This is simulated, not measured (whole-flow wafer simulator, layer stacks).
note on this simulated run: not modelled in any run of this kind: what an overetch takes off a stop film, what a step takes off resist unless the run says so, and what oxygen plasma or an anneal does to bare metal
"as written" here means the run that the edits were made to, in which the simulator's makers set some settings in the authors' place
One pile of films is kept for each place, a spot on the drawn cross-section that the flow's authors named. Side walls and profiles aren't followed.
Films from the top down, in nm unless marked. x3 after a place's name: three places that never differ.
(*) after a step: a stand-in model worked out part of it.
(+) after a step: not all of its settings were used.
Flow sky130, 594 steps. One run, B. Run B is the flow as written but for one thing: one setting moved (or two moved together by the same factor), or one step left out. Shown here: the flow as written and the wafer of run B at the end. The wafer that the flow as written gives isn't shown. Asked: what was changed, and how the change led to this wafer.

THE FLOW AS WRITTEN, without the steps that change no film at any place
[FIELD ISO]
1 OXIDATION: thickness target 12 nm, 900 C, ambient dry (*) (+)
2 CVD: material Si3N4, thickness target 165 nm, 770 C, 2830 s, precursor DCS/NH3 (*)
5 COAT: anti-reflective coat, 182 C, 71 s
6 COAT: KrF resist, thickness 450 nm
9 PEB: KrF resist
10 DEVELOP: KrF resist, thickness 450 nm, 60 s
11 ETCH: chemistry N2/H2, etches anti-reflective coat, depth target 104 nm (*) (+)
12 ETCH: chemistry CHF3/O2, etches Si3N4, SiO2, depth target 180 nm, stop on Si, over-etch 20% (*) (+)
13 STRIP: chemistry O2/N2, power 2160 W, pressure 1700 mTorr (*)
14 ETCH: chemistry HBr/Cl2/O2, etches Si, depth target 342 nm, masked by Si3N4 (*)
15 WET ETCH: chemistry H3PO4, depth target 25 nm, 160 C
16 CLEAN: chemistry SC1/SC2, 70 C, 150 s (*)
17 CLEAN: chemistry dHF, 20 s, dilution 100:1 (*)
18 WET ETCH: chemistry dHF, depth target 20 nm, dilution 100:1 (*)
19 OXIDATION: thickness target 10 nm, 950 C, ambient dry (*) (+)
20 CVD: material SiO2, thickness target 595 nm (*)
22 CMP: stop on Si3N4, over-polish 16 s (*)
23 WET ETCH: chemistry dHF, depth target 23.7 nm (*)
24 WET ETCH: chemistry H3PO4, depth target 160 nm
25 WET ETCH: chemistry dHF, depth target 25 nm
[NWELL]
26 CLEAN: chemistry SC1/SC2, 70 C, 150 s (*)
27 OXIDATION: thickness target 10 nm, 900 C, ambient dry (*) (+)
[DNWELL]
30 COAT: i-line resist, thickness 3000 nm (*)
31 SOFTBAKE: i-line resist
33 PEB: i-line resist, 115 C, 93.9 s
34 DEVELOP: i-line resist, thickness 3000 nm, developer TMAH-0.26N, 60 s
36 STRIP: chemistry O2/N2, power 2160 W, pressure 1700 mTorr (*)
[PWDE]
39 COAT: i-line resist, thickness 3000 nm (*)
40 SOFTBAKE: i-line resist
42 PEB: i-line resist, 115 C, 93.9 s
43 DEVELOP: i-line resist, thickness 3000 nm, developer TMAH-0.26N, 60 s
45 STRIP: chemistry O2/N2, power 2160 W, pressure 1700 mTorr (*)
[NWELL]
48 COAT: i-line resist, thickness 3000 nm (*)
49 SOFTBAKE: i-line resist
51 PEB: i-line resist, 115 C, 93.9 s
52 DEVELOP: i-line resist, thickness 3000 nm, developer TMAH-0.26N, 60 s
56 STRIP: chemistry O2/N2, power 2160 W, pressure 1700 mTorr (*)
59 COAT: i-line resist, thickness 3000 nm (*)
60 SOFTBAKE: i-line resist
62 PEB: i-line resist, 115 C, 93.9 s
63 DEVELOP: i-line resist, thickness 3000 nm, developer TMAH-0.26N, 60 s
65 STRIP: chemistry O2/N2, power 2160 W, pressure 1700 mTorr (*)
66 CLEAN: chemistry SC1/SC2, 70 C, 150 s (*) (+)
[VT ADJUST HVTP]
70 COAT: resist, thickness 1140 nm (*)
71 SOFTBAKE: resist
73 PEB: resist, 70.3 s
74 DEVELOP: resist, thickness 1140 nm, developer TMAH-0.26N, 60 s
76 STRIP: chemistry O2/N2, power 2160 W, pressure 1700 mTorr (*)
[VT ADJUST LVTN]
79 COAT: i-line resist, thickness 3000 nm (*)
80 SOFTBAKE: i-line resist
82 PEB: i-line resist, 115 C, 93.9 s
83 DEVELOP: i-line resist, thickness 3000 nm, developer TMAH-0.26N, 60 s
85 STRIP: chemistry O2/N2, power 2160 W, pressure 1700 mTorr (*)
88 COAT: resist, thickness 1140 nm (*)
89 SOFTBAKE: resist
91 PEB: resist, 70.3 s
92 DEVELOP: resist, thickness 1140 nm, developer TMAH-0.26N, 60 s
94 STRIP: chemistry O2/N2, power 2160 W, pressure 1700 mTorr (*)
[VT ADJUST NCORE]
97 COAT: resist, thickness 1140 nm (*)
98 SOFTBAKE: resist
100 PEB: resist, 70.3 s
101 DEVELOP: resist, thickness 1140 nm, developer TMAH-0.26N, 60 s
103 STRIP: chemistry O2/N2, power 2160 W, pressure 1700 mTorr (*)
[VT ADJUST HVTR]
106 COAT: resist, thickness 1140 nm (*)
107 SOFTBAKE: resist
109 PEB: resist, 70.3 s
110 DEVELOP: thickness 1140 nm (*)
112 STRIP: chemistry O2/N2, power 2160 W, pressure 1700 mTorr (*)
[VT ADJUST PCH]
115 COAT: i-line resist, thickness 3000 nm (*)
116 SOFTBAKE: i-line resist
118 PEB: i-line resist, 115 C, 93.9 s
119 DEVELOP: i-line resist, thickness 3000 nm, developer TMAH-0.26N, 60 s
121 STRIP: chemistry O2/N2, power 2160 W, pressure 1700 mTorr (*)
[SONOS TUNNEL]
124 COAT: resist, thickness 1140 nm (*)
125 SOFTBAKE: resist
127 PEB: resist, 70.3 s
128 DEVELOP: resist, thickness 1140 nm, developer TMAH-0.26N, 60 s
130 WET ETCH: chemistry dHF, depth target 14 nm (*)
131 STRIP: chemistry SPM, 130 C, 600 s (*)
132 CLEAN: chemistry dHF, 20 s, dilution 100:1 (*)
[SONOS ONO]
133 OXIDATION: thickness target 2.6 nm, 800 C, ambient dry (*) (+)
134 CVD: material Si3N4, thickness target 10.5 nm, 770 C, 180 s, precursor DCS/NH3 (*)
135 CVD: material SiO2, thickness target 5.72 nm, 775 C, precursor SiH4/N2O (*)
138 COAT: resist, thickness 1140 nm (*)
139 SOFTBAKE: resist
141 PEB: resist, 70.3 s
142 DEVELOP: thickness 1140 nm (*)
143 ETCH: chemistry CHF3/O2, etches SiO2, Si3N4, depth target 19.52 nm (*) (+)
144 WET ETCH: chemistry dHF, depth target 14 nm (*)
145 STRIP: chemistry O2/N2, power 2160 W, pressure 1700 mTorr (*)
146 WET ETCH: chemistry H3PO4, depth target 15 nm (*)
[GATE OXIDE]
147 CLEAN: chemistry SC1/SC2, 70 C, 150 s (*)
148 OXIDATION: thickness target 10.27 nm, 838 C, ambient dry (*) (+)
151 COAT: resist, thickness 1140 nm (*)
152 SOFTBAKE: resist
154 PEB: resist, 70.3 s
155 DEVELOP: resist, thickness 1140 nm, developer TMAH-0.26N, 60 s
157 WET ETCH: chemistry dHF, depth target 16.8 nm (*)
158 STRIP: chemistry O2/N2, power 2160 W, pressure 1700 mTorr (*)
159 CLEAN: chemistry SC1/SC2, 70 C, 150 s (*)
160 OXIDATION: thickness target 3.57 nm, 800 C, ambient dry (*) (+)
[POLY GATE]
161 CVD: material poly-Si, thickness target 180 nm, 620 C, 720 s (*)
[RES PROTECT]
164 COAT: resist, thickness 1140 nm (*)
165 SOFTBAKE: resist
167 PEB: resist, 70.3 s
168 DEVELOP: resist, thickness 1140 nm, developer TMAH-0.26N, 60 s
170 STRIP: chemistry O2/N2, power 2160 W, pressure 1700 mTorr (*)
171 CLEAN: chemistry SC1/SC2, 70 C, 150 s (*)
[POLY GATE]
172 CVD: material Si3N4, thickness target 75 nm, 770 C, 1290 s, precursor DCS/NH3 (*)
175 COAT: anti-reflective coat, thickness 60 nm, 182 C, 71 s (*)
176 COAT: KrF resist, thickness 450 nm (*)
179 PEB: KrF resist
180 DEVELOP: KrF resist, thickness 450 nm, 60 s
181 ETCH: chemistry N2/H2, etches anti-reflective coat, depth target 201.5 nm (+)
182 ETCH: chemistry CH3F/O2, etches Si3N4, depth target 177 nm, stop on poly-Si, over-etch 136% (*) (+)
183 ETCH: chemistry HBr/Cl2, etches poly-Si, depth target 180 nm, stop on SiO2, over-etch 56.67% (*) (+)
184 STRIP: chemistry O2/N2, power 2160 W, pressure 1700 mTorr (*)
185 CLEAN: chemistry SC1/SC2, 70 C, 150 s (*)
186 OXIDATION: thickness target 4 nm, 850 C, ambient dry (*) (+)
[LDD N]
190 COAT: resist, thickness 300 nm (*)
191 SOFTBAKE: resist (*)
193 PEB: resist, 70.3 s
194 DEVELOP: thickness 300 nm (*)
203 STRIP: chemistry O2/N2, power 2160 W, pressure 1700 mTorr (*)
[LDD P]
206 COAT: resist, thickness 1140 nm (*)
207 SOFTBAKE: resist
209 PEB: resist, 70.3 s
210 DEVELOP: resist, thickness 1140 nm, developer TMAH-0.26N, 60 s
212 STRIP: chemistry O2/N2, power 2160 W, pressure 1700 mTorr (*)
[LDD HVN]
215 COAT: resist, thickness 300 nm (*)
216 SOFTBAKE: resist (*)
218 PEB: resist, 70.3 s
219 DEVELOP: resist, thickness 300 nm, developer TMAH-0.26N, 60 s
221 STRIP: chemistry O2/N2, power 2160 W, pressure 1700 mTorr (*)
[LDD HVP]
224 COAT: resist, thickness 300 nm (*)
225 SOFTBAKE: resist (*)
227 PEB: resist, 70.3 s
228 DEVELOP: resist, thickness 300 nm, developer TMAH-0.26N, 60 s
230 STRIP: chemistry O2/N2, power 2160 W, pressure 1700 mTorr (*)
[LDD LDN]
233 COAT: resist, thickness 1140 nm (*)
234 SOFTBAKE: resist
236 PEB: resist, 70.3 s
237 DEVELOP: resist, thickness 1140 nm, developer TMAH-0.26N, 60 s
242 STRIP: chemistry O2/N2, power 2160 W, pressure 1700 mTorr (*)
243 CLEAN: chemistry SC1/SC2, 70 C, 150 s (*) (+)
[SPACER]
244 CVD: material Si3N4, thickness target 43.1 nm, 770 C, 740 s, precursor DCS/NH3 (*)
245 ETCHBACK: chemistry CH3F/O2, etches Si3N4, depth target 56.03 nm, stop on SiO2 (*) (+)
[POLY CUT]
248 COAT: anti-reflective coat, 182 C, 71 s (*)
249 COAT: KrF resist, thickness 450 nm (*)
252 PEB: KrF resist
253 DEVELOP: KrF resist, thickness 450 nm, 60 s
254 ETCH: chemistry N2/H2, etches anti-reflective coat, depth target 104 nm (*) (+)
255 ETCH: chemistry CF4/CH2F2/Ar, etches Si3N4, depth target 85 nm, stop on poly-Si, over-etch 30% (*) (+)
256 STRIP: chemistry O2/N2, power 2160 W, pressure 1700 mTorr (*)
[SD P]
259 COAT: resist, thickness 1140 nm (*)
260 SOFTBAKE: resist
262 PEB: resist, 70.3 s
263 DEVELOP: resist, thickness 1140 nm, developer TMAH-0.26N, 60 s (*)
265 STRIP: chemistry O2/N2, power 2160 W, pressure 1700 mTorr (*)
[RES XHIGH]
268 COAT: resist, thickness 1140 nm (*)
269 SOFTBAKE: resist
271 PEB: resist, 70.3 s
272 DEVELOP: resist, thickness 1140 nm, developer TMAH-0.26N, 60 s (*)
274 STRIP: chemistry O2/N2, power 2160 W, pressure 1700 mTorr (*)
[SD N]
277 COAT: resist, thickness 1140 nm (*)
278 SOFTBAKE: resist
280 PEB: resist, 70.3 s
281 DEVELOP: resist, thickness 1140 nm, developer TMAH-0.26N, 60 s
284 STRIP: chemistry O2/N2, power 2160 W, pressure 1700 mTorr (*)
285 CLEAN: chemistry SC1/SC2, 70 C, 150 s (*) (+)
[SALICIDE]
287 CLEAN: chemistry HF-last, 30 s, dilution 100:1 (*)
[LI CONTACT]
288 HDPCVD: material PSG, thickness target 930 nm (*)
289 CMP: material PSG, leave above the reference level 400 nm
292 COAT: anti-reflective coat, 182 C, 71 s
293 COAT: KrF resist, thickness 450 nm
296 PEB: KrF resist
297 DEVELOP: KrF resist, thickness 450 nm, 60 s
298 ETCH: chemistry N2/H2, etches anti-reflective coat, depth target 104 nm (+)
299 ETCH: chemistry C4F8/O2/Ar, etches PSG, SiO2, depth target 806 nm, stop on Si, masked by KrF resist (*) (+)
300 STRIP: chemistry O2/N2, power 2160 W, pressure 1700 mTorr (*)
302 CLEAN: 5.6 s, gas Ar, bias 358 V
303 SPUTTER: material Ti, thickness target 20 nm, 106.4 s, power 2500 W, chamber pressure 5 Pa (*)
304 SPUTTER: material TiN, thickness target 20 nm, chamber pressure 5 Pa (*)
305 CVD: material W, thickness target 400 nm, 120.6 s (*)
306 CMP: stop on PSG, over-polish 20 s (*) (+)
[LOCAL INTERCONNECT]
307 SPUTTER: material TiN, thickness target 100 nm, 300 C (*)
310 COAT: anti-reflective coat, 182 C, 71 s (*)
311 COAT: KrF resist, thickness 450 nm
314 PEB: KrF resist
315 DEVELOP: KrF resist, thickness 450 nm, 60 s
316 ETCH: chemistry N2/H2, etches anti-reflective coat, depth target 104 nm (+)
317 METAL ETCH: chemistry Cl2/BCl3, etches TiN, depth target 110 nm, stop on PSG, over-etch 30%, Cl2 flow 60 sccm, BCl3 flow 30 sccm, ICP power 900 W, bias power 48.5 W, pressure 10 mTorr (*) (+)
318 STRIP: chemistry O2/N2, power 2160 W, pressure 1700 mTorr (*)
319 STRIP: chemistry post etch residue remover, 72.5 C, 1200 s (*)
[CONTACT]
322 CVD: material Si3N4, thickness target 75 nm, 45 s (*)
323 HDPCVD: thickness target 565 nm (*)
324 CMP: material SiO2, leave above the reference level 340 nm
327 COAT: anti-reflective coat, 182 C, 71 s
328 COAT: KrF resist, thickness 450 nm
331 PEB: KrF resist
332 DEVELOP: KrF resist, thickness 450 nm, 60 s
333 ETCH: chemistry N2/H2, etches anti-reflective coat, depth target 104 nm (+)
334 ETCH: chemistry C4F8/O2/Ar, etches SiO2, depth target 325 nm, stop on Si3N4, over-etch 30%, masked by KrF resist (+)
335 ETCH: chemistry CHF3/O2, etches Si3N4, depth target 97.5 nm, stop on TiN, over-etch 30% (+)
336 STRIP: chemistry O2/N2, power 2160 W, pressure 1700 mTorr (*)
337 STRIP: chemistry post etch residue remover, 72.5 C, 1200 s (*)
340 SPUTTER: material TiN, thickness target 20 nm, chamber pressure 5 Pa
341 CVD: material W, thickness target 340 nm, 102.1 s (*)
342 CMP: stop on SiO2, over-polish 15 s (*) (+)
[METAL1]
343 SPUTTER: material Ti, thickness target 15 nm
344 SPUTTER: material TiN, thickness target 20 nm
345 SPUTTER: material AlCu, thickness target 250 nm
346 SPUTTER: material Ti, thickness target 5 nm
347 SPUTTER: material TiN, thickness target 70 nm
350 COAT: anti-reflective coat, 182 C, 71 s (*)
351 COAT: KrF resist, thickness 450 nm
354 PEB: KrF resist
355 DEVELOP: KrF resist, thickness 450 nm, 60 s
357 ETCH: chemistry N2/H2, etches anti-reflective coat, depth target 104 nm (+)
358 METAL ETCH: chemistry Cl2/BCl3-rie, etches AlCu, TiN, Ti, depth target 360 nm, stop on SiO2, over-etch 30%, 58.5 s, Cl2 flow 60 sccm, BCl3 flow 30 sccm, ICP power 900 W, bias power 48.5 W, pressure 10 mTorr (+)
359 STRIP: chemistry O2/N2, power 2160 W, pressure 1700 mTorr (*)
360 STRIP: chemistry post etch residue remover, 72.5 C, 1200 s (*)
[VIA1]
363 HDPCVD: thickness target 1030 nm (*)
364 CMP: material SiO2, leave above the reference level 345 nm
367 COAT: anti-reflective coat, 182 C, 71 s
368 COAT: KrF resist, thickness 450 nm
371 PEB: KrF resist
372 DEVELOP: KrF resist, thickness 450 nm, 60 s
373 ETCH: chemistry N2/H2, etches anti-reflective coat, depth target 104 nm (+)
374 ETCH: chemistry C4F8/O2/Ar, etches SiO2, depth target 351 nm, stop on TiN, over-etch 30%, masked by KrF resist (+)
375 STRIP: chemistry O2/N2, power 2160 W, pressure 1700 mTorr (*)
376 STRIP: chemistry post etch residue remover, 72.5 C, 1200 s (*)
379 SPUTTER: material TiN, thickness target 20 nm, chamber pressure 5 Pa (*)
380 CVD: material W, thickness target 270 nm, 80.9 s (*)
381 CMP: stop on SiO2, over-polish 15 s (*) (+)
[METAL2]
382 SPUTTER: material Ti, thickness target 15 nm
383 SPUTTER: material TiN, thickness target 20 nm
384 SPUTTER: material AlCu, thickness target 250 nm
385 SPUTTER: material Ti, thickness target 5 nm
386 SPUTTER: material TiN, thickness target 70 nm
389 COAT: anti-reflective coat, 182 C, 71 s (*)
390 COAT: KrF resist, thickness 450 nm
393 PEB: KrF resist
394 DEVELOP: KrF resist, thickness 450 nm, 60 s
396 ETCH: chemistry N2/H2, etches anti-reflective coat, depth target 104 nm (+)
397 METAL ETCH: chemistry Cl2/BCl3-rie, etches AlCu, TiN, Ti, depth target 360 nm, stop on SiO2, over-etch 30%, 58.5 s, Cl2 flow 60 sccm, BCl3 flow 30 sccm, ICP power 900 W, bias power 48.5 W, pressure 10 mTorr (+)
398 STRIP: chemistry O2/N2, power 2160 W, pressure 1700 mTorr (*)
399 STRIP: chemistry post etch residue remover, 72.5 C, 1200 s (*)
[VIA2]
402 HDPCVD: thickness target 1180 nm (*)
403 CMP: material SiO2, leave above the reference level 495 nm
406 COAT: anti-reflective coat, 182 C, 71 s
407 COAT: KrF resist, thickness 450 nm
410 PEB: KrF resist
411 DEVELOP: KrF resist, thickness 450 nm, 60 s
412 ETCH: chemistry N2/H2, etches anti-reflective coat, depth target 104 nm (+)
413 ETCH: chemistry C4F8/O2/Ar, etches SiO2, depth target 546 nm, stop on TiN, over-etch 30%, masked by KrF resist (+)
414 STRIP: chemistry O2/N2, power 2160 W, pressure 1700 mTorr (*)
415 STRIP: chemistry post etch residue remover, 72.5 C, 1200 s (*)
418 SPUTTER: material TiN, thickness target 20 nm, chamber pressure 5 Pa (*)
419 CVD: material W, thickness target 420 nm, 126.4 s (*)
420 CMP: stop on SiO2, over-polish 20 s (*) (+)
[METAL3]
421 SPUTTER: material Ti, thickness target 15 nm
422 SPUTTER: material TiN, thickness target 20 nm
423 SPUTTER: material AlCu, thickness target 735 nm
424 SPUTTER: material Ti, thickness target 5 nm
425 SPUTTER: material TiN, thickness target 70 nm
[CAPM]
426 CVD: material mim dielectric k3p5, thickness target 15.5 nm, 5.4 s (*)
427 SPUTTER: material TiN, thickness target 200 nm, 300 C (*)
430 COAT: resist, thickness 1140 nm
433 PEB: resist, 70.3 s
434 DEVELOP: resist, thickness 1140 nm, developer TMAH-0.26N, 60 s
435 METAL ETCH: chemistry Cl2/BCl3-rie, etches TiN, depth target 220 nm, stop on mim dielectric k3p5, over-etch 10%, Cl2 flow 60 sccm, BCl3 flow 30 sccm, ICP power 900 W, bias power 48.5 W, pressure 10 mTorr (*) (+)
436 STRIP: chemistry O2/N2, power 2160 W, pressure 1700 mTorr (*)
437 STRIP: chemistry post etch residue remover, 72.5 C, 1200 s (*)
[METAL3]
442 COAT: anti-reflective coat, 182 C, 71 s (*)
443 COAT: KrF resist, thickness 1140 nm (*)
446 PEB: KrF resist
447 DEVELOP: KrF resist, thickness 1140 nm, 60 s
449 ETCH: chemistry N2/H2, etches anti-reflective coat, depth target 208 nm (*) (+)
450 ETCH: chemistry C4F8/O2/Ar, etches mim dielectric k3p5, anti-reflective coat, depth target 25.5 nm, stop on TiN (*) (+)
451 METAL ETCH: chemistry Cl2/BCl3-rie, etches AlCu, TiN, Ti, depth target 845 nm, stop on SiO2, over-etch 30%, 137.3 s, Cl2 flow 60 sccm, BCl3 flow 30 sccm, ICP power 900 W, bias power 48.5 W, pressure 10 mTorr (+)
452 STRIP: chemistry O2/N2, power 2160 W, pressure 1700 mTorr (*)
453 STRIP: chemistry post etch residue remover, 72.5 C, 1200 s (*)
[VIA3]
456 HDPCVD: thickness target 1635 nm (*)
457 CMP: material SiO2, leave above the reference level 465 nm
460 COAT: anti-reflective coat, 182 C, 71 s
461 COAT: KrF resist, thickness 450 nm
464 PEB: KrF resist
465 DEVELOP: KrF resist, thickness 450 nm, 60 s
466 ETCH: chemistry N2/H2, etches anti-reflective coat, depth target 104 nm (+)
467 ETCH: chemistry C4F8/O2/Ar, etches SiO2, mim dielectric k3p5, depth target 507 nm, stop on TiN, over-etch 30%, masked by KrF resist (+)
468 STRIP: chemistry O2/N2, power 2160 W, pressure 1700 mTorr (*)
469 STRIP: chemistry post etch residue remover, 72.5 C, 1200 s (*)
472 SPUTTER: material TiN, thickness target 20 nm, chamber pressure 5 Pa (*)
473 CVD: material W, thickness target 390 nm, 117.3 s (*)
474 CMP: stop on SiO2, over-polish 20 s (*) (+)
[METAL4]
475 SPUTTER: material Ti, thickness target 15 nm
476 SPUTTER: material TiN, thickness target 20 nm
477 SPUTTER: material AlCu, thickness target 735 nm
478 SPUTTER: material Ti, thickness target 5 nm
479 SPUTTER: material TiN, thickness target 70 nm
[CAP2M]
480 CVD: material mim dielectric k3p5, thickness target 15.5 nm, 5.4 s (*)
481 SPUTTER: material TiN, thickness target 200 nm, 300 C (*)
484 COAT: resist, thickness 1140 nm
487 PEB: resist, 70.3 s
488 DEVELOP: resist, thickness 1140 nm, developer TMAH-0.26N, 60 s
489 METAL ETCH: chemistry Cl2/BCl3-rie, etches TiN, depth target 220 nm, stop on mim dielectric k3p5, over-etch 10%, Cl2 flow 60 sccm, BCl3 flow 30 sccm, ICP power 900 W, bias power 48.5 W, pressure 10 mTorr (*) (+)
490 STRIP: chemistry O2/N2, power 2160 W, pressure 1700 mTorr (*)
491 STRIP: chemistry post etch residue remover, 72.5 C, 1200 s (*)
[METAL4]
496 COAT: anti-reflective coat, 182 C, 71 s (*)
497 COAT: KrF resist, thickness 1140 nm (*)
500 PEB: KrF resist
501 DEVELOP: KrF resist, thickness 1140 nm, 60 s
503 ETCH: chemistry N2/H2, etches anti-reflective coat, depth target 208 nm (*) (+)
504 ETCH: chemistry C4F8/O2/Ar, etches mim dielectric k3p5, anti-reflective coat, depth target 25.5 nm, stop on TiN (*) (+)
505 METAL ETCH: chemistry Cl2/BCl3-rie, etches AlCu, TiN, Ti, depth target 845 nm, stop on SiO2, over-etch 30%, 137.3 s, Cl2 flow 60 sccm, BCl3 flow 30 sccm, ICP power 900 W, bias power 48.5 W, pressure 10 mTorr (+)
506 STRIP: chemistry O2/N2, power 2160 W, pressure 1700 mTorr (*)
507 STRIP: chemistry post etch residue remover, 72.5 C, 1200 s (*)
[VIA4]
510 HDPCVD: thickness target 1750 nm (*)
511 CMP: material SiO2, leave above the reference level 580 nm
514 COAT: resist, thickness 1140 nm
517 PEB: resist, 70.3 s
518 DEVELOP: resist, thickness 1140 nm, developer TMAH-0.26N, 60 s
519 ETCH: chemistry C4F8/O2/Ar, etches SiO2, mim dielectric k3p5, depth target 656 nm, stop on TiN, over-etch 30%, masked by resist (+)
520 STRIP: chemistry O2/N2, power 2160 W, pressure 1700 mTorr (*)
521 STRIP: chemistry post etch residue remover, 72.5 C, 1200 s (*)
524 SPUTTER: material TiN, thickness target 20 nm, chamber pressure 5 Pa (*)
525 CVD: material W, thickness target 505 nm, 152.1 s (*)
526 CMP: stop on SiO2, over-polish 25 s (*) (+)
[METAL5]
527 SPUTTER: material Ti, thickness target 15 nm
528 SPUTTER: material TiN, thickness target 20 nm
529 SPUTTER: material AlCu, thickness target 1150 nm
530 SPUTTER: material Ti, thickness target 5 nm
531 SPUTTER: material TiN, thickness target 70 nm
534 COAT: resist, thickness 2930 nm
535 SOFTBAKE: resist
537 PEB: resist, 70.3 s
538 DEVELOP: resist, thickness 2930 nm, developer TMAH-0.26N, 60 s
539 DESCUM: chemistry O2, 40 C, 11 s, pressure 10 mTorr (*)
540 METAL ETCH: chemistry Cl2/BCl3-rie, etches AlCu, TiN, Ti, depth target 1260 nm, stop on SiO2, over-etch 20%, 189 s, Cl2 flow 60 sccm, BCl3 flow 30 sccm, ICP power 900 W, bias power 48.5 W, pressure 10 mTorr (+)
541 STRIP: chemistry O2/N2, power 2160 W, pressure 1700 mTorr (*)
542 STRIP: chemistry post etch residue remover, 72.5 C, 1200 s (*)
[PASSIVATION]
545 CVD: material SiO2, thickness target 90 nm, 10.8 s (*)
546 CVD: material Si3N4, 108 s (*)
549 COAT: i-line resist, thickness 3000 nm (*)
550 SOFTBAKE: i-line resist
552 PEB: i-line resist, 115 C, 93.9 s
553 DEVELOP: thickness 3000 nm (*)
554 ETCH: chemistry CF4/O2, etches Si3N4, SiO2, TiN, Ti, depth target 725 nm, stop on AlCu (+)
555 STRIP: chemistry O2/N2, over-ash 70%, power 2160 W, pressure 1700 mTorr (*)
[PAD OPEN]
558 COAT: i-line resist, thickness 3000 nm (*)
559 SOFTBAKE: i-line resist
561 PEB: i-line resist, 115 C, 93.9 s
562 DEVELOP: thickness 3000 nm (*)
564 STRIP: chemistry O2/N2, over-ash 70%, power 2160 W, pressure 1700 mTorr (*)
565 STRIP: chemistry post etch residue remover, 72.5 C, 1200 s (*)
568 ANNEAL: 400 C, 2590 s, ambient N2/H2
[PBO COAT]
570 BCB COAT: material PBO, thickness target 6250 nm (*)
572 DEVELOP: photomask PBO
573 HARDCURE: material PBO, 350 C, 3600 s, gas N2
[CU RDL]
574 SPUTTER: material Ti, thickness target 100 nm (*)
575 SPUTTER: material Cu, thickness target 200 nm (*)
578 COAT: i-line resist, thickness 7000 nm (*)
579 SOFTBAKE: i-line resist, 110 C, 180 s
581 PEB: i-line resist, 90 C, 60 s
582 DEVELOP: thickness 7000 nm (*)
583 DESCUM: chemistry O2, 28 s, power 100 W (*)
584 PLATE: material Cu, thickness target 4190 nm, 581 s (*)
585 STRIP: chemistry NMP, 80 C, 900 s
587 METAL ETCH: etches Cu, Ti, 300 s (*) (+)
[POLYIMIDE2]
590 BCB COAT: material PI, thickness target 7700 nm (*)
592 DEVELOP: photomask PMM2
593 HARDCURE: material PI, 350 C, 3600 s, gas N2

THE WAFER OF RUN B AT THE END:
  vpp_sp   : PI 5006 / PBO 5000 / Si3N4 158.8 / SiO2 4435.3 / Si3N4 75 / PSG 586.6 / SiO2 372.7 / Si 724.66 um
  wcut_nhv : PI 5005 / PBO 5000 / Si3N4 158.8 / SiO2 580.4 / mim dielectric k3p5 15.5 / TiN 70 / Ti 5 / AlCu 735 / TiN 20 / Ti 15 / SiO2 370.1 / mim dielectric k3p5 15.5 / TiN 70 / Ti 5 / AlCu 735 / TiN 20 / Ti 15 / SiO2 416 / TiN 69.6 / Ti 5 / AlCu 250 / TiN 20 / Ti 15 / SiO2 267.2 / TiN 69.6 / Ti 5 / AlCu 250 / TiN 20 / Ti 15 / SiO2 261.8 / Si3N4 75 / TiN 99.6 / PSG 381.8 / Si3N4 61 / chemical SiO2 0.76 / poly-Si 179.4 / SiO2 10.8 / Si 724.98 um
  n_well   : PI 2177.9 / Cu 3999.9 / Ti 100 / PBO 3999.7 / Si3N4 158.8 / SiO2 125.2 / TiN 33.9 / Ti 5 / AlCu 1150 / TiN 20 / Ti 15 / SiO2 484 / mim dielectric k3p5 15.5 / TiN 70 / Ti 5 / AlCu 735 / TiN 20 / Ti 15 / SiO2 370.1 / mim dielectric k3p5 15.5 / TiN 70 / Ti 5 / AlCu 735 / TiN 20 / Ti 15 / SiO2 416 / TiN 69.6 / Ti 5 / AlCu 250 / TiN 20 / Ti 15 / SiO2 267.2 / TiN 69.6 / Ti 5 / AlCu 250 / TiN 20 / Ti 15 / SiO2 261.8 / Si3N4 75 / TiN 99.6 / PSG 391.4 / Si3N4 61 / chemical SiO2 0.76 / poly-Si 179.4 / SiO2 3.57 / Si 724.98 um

The cause: step 531, SPUTTER: thickness target 34.3 nm was run, where the flow has thickness target 70 nm.

How the change led to this, step by step:
  531 SPUTTER: material TiN, thickness target 70 nm
      field, active, n_well and 190 more: TiN +34.3 (new film) (as written it would be: TiN +70 (new film))
  540 METAL ETCH: chemistry Cl2/BCl3-rie, etches AlCu, TiN, Ti, depth target 1260 nm, stop on SiO2, over-etch 20%, 189 s, Cl2 flow 60 sccm, BCl3 flow 30 sccm, ICP power 900 W, bias power 48.5 W, pressure 10 mTorr (+)
      field, active, gate and 175 more: TiN -34.3 (all of it), Ti -5 (all of it), AlCu -1150 (all of it), TiN -20 (all of it), Ti -15 (all of it), SiO2 -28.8 (as written it would be: TiN -70 (all of it), Ti -5 (all of it), AlCu -1150 (all of it), TiN -20 (all of it), Ti -15 (all of it), SiO2 -25.2)
  550 SOFTBAKE: i-line resist
      gate_p_lvt, iso_guard_hv_nw: i-line resist +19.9 (as written it would be: i-line resist +20.6)
      gate: i-line resist -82 (as written it would be: i-line resist -85.5)
      (and at 57 more places)
  554 ETCH: chemistry CF4/O2, etches Si3N4, SiO2, TiN, Ti, depth target 725 nm, stop on AlCu (+)
      field, active, n_well and 189 more: i-line resist -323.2 (as written it would be: i-line resist -358.9)
      pad: Si3N4 -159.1 (all of it), SiO2 -125.2 (all of it), TiN -33.9 (all of it), Ti -5 (all of it) (as written it would be: Si3N4 -159.1 (all of it), SiO2 -125.2 (all of it), TiN -69.6 (all of it), Ti -5 (all of it))
  555 STRIP: chemistry O2/N2, over-ash 70%, power 2160 W, pressure 1700 mTorr (*)
      n_well, p_well, sd_n, sd_p: i-line resist -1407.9 (all of it) (as written it would be: i-line resist -1340.8 (all of it))
      ndiff_licon_rim, ndiff_licon: i-line resist -1435.1 (all of it) (as written it would be: i-line resist -1368.9 (all of it))
      (and at 7 more places)
  559 SOFTBAKE: i-line resist
      gate_p_lvt, iso_guard_hv_nw: i-line resist +19.9 (as written it would be: i-line resist +20.6)
      gate: i-line resist -82 (as written it would be: i-line resist -85.5)
      (and at 62 more places)
  579 SOFTBAKE: i-line resist, 110 C, 180 s
      m5_stack_ln: i-line resist -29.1 (as written it would be: i-line resist -30)
